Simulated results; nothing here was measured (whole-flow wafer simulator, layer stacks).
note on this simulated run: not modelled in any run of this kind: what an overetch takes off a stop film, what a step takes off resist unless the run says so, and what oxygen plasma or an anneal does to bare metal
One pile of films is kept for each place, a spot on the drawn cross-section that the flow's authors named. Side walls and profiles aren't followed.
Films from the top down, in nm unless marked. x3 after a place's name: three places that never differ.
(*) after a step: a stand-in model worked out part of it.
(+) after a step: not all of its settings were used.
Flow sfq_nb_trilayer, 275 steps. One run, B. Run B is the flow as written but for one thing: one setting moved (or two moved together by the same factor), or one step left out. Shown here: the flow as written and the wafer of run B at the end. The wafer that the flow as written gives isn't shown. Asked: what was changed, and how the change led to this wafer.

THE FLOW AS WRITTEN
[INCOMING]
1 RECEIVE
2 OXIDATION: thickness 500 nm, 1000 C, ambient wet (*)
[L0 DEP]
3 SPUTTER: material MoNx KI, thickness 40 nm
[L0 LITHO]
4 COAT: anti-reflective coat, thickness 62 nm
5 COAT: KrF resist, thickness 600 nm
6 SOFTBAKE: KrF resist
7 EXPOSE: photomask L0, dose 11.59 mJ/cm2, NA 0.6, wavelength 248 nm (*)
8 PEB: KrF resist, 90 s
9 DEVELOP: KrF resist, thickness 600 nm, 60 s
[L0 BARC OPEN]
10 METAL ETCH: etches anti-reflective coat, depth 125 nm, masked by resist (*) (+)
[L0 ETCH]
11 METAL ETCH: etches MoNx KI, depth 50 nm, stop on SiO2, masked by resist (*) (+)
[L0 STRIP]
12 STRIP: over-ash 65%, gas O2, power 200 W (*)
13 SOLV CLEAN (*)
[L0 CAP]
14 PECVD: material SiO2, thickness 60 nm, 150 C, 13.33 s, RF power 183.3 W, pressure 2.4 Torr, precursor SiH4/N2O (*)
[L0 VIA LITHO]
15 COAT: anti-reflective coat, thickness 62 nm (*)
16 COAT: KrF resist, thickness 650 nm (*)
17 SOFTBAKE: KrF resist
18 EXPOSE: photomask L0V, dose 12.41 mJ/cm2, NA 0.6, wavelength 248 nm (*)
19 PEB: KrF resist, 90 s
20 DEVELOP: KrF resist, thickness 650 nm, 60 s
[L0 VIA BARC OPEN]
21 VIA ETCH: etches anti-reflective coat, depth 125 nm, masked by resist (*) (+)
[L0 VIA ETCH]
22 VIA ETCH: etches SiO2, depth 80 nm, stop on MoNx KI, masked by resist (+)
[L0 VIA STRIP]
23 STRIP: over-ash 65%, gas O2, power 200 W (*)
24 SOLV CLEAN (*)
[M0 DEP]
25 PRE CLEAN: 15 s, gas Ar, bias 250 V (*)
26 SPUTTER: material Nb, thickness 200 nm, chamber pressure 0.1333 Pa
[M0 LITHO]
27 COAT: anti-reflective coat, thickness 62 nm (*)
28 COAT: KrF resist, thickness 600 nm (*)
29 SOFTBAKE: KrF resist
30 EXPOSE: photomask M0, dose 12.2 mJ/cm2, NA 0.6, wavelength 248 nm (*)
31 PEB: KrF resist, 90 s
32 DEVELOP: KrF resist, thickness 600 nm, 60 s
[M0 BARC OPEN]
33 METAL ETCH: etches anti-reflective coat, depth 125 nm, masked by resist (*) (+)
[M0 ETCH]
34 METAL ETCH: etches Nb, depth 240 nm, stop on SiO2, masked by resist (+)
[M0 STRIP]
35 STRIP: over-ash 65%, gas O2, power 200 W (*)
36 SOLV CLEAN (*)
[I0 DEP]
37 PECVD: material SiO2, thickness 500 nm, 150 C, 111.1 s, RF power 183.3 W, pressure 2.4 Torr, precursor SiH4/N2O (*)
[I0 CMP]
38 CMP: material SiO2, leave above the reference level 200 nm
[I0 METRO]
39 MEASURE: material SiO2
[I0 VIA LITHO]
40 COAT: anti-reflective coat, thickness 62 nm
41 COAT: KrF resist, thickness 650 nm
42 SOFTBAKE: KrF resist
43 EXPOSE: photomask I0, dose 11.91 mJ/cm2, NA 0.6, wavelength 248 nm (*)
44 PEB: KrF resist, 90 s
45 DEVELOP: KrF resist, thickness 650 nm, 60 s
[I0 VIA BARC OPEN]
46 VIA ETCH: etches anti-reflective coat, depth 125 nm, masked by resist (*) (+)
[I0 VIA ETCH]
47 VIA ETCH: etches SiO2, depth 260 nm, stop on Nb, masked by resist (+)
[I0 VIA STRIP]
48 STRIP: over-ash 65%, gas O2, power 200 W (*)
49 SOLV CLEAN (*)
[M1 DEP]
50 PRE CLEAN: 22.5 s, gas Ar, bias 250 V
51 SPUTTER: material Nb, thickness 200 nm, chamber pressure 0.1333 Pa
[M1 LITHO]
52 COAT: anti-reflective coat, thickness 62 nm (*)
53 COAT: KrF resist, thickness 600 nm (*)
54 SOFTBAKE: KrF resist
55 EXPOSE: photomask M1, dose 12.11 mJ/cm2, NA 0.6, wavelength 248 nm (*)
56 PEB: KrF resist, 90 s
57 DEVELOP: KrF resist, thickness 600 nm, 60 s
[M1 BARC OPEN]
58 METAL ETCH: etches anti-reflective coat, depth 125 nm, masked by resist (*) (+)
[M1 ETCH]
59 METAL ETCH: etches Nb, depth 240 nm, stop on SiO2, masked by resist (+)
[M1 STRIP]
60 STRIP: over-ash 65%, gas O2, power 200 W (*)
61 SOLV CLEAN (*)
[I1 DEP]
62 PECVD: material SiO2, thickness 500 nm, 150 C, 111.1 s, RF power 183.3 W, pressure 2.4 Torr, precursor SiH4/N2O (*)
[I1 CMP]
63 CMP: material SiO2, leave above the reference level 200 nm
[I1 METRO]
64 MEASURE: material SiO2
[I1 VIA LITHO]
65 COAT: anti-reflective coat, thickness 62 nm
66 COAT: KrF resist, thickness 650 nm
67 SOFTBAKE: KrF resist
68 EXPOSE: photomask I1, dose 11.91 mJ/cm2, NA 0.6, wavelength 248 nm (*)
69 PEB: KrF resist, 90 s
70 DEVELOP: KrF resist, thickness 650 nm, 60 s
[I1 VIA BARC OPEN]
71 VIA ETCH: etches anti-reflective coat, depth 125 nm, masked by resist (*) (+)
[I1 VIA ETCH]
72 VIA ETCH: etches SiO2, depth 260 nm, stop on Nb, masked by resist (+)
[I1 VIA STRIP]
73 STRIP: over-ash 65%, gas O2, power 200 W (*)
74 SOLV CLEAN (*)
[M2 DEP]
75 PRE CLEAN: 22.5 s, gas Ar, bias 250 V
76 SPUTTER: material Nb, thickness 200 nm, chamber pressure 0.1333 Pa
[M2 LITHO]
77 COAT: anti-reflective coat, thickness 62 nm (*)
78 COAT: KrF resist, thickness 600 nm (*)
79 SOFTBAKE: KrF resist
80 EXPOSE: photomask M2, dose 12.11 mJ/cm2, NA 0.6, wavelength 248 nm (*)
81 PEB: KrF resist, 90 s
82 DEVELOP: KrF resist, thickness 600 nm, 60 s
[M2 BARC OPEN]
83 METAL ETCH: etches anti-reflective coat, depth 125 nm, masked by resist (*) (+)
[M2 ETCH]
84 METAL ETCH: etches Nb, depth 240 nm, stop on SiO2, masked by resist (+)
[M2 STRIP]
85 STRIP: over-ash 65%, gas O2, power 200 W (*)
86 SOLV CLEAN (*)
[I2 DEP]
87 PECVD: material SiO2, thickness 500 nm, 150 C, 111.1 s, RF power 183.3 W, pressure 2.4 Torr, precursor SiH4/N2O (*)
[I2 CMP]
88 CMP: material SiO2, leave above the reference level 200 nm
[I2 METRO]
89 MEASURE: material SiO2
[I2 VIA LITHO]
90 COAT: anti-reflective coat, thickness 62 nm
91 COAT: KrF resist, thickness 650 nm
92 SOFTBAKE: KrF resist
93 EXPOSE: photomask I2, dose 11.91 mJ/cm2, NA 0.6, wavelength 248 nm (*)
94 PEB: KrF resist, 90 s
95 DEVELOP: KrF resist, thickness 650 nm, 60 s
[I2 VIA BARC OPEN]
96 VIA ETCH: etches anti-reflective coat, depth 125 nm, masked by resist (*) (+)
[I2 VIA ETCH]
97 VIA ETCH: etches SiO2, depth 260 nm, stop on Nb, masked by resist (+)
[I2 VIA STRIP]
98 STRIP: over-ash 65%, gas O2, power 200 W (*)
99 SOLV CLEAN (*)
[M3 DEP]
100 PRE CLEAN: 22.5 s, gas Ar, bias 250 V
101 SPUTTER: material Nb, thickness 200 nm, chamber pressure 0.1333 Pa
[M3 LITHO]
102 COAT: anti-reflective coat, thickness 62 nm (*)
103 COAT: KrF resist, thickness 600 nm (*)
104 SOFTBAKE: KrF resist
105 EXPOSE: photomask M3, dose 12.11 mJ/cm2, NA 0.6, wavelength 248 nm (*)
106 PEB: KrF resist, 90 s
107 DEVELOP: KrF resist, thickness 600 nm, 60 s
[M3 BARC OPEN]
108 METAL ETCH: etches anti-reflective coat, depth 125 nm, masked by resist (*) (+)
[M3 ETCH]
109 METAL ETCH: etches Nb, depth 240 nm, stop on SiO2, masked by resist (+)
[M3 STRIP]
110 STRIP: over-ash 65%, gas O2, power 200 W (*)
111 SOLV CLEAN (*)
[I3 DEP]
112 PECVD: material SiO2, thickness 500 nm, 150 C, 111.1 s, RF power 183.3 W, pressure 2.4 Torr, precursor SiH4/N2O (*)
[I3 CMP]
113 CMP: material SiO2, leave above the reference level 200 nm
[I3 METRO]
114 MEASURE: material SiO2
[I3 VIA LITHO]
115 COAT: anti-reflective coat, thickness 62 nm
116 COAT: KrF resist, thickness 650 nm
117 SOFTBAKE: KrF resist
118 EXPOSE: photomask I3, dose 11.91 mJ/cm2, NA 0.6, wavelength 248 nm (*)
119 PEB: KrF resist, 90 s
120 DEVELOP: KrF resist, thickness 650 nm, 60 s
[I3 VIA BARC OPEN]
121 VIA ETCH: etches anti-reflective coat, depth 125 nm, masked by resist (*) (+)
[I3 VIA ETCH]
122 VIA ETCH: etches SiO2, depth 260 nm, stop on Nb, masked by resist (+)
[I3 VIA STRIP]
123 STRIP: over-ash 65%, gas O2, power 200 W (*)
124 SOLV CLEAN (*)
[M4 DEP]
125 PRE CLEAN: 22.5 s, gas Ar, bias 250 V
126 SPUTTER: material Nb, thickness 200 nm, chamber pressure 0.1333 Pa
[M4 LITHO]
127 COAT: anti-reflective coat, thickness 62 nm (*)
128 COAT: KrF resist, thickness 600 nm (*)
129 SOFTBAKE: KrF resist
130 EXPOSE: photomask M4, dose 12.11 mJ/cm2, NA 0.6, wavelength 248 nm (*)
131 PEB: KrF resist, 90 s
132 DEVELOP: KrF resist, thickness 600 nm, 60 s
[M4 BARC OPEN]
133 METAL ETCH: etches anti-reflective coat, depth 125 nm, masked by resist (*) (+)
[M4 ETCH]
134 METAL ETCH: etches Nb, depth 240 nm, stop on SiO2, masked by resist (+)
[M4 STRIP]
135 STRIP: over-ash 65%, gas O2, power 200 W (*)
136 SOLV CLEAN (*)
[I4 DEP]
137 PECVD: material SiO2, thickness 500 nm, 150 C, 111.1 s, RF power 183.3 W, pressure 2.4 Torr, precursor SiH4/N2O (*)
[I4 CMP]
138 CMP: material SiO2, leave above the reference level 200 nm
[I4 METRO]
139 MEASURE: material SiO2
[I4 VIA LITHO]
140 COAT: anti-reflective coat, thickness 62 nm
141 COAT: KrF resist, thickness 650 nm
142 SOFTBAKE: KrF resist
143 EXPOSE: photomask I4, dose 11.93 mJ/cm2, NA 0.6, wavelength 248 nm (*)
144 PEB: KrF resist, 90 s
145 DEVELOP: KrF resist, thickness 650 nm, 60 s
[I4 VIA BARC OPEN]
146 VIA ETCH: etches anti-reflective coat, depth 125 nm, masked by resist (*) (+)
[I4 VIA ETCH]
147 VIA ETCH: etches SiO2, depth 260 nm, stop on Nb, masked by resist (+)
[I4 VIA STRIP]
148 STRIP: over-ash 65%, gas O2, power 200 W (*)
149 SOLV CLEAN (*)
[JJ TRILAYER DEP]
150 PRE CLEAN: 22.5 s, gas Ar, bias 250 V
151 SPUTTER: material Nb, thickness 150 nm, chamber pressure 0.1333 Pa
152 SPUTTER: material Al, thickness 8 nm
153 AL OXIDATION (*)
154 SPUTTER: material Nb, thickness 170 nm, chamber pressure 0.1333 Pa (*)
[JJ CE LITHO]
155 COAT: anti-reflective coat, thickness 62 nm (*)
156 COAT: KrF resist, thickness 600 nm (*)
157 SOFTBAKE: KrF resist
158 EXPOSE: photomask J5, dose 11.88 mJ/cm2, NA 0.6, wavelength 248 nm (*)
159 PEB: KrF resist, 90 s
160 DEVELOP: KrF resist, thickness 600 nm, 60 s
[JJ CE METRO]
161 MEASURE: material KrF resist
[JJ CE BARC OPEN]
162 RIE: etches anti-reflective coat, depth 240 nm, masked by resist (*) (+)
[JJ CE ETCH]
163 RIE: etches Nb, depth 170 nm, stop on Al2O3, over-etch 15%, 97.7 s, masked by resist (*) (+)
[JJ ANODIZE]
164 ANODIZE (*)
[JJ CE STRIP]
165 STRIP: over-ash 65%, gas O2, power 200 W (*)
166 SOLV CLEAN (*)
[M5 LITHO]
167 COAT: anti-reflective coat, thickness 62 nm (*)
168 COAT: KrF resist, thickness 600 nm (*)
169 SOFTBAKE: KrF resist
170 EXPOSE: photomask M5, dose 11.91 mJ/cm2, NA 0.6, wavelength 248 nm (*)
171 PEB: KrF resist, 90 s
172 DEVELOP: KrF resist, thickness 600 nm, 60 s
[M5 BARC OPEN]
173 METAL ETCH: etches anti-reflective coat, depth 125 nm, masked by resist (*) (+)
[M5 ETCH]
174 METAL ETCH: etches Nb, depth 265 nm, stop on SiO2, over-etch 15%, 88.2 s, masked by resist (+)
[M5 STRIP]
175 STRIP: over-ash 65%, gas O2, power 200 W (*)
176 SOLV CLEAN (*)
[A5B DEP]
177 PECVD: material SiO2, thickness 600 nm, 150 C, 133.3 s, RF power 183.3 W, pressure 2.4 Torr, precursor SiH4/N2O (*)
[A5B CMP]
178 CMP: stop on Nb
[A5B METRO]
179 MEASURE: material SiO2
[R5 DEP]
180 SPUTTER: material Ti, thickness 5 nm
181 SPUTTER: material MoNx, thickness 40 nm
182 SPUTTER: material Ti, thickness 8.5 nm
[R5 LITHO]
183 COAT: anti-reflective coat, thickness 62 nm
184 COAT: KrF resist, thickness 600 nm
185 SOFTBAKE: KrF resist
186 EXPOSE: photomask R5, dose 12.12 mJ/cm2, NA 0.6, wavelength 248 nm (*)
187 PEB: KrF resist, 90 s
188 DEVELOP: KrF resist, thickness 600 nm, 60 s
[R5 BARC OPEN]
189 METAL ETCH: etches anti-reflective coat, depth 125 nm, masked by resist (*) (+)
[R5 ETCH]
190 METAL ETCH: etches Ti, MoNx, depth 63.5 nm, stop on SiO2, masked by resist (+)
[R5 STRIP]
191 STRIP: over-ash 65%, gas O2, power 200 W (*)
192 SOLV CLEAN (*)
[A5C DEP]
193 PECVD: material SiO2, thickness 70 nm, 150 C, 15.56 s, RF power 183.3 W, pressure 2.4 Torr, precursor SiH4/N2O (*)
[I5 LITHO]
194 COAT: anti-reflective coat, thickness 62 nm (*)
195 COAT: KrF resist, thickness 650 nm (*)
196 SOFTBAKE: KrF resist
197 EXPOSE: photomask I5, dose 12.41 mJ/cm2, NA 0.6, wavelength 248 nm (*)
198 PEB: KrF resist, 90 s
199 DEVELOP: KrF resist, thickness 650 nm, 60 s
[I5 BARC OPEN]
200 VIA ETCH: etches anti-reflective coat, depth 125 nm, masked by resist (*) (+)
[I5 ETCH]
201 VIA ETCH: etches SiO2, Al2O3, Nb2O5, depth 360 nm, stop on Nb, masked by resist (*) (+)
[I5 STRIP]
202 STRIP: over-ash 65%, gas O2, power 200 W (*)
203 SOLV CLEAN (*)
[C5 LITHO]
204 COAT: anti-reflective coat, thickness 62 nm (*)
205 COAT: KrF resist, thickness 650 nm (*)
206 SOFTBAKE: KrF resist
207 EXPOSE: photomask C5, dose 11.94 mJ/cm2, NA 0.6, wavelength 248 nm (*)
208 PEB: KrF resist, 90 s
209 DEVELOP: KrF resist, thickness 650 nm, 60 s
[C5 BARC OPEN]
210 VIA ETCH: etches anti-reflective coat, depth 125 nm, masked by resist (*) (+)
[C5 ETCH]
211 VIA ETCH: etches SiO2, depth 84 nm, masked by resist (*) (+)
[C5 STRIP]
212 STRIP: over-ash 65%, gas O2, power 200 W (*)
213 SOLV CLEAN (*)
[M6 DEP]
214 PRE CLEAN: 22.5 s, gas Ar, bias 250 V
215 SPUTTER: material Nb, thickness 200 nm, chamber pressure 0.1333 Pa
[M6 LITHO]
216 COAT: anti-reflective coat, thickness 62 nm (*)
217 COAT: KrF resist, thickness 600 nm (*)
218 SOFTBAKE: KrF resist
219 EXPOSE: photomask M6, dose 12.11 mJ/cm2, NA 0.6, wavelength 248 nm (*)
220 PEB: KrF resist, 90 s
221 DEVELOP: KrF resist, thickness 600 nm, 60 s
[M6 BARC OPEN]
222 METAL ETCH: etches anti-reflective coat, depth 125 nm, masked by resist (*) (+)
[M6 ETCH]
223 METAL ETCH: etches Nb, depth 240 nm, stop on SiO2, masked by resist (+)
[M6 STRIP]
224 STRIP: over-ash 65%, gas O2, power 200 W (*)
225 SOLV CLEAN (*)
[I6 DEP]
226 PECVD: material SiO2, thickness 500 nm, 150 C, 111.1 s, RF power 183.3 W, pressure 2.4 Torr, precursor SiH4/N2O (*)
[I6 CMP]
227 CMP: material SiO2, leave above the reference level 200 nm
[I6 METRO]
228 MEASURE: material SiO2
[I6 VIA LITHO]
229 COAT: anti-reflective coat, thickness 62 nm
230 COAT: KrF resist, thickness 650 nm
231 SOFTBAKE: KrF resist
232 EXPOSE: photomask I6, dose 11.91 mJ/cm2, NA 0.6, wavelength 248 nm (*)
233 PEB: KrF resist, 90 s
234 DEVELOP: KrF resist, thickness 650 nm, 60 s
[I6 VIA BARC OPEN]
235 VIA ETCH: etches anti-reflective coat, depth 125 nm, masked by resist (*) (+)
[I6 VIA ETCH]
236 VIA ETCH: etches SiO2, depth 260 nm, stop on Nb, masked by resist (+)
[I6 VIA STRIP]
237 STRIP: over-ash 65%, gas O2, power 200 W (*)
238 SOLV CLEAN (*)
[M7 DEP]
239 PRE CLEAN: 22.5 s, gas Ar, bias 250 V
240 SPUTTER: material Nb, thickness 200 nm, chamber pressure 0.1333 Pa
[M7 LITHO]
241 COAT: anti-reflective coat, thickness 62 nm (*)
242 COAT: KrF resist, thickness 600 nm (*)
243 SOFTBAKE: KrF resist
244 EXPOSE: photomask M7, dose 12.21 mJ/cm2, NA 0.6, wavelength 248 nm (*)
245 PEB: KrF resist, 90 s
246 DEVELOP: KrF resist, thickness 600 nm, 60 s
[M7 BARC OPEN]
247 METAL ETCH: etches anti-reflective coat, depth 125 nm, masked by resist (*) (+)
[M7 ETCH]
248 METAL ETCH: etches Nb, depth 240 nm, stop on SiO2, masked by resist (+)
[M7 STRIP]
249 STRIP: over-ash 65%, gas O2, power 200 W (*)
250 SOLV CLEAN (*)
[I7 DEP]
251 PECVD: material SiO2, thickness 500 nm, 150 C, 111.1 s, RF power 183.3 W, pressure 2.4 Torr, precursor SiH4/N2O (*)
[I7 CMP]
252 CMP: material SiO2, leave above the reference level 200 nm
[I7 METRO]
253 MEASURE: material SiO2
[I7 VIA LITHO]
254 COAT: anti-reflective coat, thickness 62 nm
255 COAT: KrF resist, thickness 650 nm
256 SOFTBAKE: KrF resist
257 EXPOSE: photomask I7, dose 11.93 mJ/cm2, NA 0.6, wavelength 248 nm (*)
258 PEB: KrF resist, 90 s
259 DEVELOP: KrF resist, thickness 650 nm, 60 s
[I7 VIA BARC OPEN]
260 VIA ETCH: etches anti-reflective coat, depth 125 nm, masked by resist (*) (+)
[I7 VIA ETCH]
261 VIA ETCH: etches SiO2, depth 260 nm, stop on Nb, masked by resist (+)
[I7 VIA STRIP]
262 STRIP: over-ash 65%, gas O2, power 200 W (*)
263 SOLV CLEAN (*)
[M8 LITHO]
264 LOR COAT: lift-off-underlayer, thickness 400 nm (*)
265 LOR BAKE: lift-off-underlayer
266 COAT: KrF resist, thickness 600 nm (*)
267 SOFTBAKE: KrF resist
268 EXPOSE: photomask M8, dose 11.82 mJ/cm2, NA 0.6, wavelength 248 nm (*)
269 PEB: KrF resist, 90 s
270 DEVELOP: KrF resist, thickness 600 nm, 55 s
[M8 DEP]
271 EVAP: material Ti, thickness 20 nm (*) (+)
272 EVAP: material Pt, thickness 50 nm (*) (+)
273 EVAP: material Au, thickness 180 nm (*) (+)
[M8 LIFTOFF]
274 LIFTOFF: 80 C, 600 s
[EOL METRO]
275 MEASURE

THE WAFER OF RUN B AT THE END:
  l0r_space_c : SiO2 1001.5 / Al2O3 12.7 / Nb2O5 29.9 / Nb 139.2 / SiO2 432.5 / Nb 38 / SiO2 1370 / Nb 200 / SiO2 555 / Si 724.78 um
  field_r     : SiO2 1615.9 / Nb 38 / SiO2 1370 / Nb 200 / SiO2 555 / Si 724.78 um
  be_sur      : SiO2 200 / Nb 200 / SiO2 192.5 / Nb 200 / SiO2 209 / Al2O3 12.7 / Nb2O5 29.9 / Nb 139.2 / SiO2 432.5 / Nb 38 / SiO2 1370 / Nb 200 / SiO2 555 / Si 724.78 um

The cause: step 126, SPUTTER: thickness 278 nm was run, where the flow has thickness 200 nm.

How the change led to this, step by step:
  126 SPUTTER: material Nb, thickness 200 nm, chamber pressure 0.1333 Pa
      field_l, v_sur, via_wl and 102 more: Nb +278 (new film) (as written it would be: Nb +200 (new film))
      via_v: Nb +231.1 (as written it would be: Nb +165.5)
  134 METAL ETCH: etches Nb, depth 240 nm, stop on SiO2, masked by resist (+)
      field_l, be, be_sur and 64 more: Nb -240 (as written it would be: Nb -200 (all of it))
  137 PECVD: material SiO2, thickness 500 nm, 150 C, 111.1 s, RF power 183.3 W, pressure 2.4 Torr, precursor SiH4/N2O (*)
      field_l, be, be_sur and 55 more: SiO2 +500 (new film) (as written it would be: SiO2 +500)
      p3_s0, p3_s1, p3_s2, p3_s3, p3_s4, p3_s5: SiO2 +597.1 (new film) (as written it would be: SiO2 +557.1)
      (and at 3 more places)
  138 CMP: material SiO2, leave above the reference level 200 nm
      field_l, be, be_sur and 55 more: SiO2 -60 (as written it would be: SiO2 -100)
      lsp_r, l0_sur, l0v: SiO2 -50.3 (as written it would be: SiO2 -91.9)
      (and at 1 more place)
Counting metal films that touch as one body, l0r_space_c has 3 bodies (between them, from the top down: SiO2 432.5; SiO2 1370); the flow as written gives 2 bodies (between them, from the top down: SiO2 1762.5).
Counting metal films that touch as one body, field_r has 2 bodies (between them, from the top down: SiO2 1370); the flow as written gives 1 body.
Counting metal films that touch as one body, be_sur has 5 bodies (between them, from the top down: SiO2 192.5; SiO2 209 / Al2O3 12.7 / Nb2O5 29.9; SiO2 432.5; SiO2 1370); the flow as written gives 4 bodies (between them, from the top down: SiO2 192.5; SiO2 209 / Al2O3 12.7 / Nb2O5 29.9; SiO2 1762.5).
